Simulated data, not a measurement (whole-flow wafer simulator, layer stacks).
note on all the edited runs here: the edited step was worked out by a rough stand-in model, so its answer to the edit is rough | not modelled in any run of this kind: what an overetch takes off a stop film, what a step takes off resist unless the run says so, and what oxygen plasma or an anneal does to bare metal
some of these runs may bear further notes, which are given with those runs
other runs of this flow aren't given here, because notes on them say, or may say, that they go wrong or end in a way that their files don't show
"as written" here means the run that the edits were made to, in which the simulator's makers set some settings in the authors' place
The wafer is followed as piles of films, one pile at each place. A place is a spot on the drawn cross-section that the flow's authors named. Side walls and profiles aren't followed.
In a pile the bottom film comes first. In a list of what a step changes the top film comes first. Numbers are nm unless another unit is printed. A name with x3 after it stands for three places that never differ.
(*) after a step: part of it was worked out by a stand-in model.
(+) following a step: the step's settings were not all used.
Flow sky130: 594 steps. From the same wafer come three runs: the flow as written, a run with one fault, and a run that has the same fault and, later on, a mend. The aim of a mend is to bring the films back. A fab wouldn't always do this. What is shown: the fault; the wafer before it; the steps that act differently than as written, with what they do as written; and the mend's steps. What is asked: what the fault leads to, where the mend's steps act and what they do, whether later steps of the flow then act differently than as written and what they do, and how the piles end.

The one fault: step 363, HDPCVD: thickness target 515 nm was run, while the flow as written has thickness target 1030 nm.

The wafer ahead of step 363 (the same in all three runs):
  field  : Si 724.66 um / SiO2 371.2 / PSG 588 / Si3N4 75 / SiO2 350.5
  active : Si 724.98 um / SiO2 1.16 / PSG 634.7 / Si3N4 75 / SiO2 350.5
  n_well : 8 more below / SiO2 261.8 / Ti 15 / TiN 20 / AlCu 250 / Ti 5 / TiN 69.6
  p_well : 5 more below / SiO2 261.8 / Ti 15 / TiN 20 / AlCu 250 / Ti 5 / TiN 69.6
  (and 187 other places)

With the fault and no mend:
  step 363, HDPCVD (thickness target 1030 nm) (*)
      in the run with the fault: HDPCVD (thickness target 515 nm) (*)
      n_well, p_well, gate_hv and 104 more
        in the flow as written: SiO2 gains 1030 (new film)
        in the run with the fault: SiO2 gains 515 (new film)
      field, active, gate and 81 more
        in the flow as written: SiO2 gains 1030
        in the run with the fault: SiO2 gains 515
  Steps later in the flow that act otherwise than as written (25 other steps are not shown; they differ only slightly, by no more than 2% or 0.5 nm, whichever is larger):
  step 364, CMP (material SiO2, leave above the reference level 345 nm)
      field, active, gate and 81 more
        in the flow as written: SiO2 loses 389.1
        in the run with the fault: nothing
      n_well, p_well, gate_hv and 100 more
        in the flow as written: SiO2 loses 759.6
        in the run with the fault: SiO2 loses 244.6
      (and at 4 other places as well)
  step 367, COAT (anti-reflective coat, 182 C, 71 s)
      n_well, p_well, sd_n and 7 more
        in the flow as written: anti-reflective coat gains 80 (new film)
        in the run with the fault: anti-reflective coat gains 3 (new film)
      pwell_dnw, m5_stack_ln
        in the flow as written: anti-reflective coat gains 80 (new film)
        in the run with the fault: anti-reflective coat gains 57.7 (new film)
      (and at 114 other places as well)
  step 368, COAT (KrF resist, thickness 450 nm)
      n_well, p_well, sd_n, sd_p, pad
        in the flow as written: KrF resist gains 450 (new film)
        in the run with the fault: KrF resist gains 401.3 (new film)
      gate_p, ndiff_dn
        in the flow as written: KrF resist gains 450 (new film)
        in the run with the fault: KrF resist gains 433.2 (new film)
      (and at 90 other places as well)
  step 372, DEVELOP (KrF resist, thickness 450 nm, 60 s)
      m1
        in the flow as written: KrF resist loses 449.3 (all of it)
        in the run with the fault: KrF resist loses 439 (all of it)
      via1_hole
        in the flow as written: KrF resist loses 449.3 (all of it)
        in the run with the fault: KrF resist loses 407.4 (all of it)
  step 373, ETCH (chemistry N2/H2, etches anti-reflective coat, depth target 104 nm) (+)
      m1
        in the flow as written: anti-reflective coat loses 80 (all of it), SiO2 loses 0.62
        in the run with the fault: anti-reflective coat loses 8.23 (all of it)
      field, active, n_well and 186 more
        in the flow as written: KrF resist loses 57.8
        in the run with the fault: KrF resist loses 5
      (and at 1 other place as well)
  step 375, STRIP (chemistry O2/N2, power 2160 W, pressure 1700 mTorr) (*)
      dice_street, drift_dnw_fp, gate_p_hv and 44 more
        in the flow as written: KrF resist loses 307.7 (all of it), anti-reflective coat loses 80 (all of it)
        in the run with the fault: KrF resist loses 360.4 (all of it), anti-reflective coat loses 80 (all of it)
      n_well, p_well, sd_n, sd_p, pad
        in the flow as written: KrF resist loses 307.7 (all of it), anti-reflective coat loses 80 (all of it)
        in the run with the fault: KrF resist loses 311.8 (all of it), anti-reflective coat loses 3 (all of it)
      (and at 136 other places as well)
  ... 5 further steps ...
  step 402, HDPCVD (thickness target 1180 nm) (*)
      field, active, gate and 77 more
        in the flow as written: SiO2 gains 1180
        in the run with the fault: SiO2 gains 1180 (new film)
  At field, active, gate and 84 more, the piles at the end differ from the flow's by more than 2% or 0.5 nm, whichever is larger.
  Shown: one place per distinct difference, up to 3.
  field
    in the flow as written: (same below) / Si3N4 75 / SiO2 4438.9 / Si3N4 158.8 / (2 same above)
    in the run with the fault: (same below) / Si3N4 75 / SiO2 865.5 / TiN 20 / W 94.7 / SiO2 3458.7 / Si3N4 158.8 / (2 same above)
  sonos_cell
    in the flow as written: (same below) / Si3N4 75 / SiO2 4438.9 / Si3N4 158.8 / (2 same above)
    in the run with the fault: (same below) / Si3N4 75 / SiO2 865.5 / TiN 20 / W 94.8 / SiO2 3458.7 / Si3N4 158.8 / (2 same above)
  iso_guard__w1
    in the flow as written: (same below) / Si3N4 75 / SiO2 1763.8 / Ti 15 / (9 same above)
    in the run with the fault: (same below) / Si3N4 75 / SiO2 865.5 / TiN 20 / W 94.8 / SiO2 783.6 / Ti 15 / (9 same above)

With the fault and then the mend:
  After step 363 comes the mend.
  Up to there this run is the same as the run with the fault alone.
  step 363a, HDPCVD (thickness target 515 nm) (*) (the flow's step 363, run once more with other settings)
      field, active, n_well and 188 more
        SiO2 gains 515
  Later steps of the flow that are run all act as written at every place that is followed.
  The piles end the same as the flow's at every place that both follow.
